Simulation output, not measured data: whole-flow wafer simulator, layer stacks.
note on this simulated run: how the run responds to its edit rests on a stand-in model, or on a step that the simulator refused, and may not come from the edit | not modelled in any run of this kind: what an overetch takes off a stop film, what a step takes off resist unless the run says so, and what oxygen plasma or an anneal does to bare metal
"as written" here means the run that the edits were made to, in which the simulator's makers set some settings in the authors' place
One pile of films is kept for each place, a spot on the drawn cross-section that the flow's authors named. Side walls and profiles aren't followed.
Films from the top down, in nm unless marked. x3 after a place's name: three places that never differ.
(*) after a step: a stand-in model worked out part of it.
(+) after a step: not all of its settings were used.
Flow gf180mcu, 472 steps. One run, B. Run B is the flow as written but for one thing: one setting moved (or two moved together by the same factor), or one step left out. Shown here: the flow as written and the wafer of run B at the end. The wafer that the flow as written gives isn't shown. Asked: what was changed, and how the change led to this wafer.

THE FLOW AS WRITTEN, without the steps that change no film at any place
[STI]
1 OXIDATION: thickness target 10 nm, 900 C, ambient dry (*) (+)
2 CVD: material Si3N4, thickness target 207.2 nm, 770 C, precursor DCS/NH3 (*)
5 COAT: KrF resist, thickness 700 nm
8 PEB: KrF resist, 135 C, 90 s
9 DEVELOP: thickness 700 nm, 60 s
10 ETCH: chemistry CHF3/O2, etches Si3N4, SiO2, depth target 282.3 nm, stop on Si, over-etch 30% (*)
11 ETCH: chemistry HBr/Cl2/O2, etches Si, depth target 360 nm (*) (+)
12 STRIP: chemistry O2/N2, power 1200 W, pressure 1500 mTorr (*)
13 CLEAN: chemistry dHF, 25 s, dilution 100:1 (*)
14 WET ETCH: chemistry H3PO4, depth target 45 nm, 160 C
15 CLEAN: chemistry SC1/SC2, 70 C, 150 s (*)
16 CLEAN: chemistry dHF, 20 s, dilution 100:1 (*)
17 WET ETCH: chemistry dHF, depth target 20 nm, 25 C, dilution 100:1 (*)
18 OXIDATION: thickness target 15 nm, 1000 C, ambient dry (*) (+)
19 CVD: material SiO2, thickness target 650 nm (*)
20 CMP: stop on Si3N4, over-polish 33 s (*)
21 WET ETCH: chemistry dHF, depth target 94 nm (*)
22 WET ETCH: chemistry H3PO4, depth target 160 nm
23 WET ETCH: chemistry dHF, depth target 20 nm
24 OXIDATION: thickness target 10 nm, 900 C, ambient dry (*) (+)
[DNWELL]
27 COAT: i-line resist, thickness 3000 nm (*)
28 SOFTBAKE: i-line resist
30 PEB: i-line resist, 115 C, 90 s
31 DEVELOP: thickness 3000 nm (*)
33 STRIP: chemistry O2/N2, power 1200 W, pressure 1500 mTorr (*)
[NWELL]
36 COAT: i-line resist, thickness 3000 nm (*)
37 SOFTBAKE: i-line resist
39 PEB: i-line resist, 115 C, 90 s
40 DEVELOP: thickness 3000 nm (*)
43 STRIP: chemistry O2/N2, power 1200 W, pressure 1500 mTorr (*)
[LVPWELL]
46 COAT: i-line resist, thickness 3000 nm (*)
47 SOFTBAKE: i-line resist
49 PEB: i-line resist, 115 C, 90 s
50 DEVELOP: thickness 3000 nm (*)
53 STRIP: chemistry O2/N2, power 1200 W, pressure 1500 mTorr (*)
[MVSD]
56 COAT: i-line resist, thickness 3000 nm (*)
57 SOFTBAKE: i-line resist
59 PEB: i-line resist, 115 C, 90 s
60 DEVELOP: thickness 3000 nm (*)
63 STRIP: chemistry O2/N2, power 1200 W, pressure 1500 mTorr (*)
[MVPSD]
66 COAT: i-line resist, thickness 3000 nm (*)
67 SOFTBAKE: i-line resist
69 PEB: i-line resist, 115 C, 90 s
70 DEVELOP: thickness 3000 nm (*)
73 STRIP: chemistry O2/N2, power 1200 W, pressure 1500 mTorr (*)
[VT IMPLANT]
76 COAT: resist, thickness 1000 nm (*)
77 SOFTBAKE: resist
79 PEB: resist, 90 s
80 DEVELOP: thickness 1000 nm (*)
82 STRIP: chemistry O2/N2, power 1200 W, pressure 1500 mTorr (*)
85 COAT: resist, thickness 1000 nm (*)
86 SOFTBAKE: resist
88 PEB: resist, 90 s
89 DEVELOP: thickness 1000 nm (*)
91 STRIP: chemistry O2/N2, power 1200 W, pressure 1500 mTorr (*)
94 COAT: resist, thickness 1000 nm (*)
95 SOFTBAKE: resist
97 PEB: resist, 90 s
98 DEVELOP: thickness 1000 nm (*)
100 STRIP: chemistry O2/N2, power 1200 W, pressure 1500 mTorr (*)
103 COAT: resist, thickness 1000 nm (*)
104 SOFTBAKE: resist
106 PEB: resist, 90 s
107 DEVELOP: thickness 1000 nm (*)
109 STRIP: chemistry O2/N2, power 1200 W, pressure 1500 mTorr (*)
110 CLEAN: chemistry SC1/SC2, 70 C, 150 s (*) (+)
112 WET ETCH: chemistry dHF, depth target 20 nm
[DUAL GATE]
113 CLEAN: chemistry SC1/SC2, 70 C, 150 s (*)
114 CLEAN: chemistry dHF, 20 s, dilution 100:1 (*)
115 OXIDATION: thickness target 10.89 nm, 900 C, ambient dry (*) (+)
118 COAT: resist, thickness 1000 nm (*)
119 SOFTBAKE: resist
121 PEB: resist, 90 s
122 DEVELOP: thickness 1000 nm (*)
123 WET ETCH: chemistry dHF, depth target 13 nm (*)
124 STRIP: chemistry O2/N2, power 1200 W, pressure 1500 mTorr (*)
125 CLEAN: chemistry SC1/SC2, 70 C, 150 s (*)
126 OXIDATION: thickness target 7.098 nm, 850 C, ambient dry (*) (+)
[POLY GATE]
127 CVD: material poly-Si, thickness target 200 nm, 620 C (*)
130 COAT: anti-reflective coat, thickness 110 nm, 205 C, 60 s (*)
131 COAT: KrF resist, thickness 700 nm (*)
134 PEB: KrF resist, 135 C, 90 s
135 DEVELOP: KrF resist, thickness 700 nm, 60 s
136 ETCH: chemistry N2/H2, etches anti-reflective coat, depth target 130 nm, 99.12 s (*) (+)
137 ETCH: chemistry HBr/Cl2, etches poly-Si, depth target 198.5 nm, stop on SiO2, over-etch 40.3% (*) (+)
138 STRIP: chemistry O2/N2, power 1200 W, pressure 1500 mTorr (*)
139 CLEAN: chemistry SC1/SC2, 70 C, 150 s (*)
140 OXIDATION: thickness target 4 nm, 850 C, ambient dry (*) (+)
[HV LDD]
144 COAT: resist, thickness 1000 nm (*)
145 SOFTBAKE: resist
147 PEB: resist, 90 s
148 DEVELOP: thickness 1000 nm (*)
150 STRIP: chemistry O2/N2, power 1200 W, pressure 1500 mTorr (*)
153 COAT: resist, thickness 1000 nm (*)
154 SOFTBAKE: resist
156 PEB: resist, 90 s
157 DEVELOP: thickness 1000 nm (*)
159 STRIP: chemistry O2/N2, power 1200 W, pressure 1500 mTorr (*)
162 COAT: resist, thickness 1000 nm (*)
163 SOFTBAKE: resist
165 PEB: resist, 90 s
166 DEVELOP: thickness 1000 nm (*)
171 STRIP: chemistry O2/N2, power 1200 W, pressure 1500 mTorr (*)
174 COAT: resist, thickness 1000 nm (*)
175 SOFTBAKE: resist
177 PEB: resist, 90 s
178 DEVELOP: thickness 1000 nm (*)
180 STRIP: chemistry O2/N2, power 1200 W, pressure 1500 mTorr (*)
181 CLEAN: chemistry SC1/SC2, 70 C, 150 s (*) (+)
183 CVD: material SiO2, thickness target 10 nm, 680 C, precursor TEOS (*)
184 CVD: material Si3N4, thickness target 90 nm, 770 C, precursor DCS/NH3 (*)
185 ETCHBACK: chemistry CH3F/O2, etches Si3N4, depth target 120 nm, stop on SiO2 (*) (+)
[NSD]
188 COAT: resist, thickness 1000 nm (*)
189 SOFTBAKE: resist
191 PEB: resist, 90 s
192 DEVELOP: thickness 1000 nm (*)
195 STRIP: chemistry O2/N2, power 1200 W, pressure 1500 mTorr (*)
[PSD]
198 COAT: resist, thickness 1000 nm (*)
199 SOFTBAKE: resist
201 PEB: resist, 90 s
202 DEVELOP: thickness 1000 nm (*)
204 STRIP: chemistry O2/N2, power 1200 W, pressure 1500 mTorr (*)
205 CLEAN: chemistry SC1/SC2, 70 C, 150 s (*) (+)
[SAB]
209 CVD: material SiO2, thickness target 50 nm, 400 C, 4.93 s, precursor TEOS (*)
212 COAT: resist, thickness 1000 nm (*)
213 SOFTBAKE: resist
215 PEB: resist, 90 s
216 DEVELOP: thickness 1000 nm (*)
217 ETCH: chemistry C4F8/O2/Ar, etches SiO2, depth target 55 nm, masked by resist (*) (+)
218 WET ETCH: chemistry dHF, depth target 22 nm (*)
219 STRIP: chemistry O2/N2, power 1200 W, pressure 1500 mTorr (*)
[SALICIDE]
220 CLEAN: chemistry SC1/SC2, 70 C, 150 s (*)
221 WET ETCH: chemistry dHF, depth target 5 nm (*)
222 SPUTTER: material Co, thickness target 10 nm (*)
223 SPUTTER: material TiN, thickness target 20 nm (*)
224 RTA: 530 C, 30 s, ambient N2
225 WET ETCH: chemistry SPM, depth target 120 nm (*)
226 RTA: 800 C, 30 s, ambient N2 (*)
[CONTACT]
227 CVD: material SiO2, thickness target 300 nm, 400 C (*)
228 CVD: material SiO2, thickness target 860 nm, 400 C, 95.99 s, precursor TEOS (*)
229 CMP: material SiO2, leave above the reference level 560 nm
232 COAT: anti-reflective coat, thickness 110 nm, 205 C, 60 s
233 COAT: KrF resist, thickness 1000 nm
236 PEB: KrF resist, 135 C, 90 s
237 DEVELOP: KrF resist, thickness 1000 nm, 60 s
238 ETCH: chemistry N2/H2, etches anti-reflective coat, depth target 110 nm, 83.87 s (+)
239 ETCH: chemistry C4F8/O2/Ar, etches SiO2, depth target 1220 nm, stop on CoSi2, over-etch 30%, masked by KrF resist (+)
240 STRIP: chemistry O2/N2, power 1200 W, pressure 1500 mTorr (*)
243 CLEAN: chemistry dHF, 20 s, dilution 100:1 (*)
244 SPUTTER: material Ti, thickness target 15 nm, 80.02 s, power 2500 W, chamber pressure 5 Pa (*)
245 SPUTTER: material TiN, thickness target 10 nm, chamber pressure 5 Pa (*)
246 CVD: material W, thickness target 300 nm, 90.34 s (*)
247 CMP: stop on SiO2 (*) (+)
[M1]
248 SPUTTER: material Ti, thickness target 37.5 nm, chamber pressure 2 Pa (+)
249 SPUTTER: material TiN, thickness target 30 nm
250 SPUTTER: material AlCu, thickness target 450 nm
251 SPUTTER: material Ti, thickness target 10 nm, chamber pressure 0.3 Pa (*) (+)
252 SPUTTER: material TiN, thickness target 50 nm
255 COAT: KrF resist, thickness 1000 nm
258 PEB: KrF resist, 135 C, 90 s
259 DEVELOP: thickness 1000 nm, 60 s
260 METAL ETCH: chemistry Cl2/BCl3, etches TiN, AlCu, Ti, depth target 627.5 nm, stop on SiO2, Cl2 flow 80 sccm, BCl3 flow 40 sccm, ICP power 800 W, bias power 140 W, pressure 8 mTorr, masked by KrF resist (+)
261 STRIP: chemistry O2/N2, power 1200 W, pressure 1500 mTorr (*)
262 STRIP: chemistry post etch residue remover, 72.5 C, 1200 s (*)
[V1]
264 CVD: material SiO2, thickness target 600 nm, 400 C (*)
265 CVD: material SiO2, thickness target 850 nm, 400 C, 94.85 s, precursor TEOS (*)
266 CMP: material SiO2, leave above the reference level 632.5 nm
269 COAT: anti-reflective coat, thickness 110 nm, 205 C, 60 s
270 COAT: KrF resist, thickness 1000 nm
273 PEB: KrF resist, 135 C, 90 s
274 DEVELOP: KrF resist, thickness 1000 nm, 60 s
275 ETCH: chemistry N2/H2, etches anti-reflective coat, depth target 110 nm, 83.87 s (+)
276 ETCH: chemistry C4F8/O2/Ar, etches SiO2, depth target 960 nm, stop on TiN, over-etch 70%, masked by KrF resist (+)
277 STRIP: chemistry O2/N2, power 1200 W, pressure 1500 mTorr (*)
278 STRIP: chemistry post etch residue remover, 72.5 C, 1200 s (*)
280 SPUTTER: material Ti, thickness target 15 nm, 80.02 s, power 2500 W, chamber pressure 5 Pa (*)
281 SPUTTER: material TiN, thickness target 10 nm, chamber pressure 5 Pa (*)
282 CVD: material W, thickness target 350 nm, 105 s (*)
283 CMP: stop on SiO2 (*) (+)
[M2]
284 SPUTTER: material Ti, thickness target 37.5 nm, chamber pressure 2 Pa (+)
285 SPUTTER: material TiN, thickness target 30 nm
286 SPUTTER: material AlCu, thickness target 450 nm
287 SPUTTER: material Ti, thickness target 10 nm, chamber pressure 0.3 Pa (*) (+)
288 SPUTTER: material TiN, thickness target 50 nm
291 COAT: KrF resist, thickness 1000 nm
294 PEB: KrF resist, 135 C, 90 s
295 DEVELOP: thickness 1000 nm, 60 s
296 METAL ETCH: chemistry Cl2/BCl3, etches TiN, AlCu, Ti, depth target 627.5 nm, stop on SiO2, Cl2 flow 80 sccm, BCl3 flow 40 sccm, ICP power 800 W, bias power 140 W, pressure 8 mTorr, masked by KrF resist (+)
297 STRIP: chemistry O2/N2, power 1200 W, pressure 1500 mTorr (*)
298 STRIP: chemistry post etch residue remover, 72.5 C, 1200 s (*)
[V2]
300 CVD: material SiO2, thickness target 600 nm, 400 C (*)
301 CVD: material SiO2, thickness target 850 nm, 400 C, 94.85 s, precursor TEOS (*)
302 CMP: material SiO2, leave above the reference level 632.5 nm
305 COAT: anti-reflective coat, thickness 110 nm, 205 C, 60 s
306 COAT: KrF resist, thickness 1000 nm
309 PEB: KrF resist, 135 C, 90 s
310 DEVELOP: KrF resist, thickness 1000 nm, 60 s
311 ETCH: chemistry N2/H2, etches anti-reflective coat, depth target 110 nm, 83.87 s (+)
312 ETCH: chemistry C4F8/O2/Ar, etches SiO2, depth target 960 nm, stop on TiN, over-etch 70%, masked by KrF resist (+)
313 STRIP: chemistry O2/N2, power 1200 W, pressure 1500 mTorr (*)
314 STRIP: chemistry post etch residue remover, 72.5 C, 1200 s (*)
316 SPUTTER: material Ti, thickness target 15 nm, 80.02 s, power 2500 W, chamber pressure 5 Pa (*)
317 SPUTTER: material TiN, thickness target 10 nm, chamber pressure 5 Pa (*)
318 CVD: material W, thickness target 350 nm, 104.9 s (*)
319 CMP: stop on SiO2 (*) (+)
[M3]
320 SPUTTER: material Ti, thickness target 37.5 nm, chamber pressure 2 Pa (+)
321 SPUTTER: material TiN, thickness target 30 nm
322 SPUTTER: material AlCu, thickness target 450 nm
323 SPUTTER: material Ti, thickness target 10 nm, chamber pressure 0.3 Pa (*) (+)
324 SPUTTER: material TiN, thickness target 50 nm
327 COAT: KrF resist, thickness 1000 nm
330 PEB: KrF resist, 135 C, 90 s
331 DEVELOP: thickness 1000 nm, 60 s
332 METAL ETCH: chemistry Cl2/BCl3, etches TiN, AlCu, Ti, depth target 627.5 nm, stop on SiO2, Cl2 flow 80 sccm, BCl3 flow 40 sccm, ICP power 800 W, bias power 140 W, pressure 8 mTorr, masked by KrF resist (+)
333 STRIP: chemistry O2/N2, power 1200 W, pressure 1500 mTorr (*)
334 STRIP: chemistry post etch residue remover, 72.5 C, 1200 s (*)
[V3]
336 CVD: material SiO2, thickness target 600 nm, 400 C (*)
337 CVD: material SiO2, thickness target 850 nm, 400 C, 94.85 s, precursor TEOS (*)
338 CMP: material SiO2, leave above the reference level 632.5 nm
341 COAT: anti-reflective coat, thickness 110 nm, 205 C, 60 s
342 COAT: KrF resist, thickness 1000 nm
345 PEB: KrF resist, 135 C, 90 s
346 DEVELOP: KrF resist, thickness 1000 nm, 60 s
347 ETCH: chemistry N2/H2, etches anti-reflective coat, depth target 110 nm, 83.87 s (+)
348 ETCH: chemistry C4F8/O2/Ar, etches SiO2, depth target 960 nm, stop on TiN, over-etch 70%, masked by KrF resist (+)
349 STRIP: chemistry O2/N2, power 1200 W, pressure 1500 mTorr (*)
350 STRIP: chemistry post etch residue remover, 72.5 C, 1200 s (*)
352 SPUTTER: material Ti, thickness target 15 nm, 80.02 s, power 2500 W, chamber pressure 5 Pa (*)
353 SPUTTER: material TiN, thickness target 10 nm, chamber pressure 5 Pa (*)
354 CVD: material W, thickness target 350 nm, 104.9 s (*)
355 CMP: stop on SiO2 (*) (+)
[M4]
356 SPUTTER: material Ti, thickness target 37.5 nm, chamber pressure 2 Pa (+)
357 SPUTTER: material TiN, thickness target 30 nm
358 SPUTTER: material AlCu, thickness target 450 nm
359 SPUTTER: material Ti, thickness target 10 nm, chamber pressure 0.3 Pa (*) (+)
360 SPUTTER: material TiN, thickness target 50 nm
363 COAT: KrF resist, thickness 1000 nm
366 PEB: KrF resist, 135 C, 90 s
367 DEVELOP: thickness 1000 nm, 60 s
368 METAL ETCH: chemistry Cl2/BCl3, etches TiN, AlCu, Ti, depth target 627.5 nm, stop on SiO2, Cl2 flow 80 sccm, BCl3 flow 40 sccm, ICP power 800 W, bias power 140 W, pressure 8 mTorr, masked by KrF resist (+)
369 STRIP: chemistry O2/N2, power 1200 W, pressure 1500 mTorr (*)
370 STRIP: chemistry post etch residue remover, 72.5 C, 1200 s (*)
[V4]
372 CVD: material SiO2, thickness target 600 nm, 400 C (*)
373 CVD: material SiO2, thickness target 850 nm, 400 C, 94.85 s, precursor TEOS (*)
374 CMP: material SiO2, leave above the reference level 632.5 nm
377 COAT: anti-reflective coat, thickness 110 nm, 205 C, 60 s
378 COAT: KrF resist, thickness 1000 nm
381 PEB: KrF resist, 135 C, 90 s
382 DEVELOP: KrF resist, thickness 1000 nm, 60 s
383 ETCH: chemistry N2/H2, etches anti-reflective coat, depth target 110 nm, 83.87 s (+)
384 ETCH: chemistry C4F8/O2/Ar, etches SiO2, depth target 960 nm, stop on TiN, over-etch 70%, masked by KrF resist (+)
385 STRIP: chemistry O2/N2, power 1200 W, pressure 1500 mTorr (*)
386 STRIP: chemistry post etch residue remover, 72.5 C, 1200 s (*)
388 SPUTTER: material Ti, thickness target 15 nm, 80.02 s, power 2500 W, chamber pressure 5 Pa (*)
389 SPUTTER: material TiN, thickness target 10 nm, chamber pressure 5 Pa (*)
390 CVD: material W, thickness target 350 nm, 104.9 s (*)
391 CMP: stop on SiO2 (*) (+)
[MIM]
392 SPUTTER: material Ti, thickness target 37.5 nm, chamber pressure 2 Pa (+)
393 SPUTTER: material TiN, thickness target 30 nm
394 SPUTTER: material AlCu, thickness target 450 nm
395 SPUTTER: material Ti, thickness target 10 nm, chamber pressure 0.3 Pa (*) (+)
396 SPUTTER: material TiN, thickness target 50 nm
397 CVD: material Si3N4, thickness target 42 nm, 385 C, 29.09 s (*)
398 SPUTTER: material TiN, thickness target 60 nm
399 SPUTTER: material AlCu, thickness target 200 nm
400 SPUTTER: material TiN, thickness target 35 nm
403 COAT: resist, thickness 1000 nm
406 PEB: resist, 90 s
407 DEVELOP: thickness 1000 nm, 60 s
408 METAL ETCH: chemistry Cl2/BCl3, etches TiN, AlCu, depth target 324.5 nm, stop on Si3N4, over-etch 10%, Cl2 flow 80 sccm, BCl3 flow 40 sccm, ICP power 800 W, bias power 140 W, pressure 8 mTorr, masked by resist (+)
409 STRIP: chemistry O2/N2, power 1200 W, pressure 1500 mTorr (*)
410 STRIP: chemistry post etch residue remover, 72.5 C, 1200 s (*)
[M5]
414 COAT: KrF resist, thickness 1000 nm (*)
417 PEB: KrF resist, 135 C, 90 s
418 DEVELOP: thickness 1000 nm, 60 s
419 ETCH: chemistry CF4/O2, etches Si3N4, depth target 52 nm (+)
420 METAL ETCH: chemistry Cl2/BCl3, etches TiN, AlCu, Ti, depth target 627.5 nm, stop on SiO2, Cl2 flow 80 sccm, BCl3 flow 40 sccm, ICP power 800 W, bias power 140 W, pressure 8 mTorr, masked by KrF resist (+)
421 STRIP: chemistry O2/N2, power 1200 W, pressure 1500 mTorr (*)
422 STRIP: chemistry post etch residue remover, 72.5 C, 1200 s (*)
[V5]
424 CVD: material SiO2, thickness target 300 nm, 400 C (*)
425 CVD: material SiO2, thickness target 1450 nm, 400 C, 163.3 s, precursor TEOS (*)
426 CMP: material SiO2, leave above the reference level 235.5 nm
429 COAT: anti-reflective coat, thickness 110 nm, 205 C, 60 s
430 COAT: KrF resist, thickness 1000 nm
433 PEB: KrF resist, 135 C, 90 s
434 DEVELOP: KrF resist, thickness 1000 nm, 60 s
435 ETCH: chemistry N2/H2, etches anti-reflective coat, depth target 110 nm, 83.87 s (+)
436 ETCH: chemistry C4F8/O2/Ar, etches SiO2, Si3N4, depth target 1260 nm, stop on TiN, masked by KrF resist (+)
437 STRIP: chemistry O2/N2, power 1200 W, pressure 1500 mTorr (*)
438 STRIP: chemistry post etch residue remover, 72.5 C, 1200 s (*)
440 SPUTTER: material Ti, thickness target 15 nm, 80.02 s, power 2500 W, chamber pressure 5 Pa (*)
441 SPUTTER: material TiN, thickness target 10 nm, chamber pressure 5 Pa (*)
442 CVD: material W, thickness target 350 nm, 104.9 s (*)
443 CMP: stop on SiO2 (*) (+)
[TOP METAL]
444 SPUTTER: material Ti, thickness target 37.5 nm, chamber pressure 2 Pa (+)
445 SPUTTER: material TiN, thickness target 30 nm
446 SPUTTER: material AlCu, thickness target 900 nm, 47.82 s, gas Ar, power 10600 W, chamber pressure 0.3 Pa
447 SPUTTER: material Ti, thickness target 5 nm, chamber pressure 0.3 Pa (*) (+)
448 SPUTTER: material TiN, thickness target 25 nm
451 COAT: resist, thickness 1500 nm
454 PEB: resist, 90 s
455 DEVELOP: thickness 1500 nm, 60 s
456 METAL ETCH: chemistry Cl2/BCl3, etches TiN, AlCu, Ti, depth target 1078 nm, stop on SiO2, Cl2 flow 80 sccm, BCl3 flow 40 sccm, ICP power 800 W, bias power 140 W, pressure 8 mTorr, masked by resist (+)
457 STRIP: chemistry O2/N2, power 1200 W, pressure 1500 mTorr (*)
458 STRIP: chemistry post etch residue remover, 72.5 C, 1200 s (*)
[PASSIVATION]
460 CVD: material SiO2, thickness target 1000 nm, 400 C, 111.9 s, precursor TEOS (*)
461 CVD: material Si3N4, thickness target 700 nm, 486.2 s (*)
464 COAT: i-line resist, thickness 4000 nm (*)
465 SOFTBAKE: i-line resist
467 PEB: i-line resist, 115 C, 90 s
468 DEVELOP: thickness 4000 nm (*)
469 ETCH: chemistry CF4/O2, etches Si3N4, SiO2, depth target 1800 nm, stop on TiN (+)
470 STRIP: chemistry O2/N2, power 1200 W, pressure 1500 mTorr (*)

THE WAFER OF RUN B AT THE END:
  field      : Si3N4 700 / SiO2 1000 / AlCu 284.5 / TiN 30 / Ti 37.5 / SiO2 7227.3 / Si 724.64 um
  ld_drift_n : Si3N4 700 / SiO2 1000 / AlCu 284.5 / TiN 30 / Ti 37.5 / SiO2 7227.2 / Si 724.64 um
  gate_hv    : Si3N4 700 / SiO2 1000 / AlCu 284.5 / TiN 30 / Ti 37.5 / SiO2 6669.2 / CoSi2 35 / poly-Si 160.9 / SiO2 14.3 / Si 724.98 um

The cause: step 456, METAL ETCH: depth target 639.8 nm was run, where the flow has depth target 1078 nm.

How the change led to this, step by step:
  456 METAL ETCH: chemistry Cl2/BCl3, etches TiN, AlCu, Ti, depth target 1078 nm, stop on SiO2, Cl2 flow 80 sccm, BCl3 flow 40 sccm, ICP power 800 W, bias power 140 W, pressure 8 mTorr, masked by resist (+)
      field, field__w1, field__w2 and 103 more: TiN -25 (all of it), Ti -5 (all of it), AlCu -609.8 (as written it would be: TiN -25 (all of it), Ti -5 (all of it), AlCu -900 (all of it), TiN -30 (all of it), Ti -37.5 (all of it))
      field__w8, contact, m1, m1__w1, pad, m1_nw: resist -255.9 (as written it would be: resist -431)
  457 STRIP: chemistry O2/N2, power 1200 W, pressure 1500 mTorr (*)
      field__w8, contact, m1, m1__w1, pad, m1_nw: resist -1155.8 (all of it) (as written it would be: resist -980.8 (all of it))
  458 STRIP: chemistry post etch residue remover, 72.5 C, 1200 s (*)
      field, field__w1, field__w2 and 103 more: AlCu -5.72 (as written it would be: nothing)
  460 CVD: material SiO2, thickness target 1000 nm, 400 C, 111.9 s, precursor TEOS (*)
      field, field__w1, field__w2 and 103 more: SiO2 +1000 (new film) (as written it would be: SiO2 +1000)
  464 COAT: i-line resist, thickness 4000 nm (*)
      field__w8: i-line resist +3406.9 (new film) (as written it would be: i-line resist +3093.1 (new film))
      contact: i-line resist +3439.5 (new film) (as written it would be: i-line resist +3153.6 (new film))
      (and at 4 more places)
  465 SOFTBAKE: i-line resist
      field__w5, field__w9: i-line resist +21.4 (as written it would be: i-line resist +37.3)
      sd_p_hv, nw_enc_fld__w1: i-line resist +21 (as written it would be: i-line resist +36.6)
      (and at 65 more places)
  467 PEB: i-line resist, 115 C, 90 s
      field__w8, m1__w1: i-line resist -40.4 (as written it would be: i-line resist -34.7)
      contact, m1: i-line resist -40.6 (as written it would be: i-line resist -35.1)
      (and at 2 more places)
  468 DEVELOP: thickness 4000 nm (*)
      pad: i-line resist -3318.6 (all of it) (as written it would be: i-line resist -2974.8 (all of it))
  470 STRIP: chemistry O2/N2, power 1200 W, pressure 1500 mTorr (*)
      field__w8, m1__w1: i-line resist -2127 (all of it) (as written it would be: i-line resist -1787.7 (all of it))
      contact: i-line resist -2140.1 (all of it) (as written it would be: i-line resist -1811.2 (all of it))
      (and at 2 more places)
Counting metal films that touch as one body, field has 1 body; the flow as written gives 0 bodies.
Counting metal films that touch as one body, ld_drift_n has 1 body; the flow as written gives 0 bodies.
Counting metal films that touch as one body, gate_hv has 2 bodies (between them, from the top down: SiO2 6669.2); the flow as written gives 1 body.
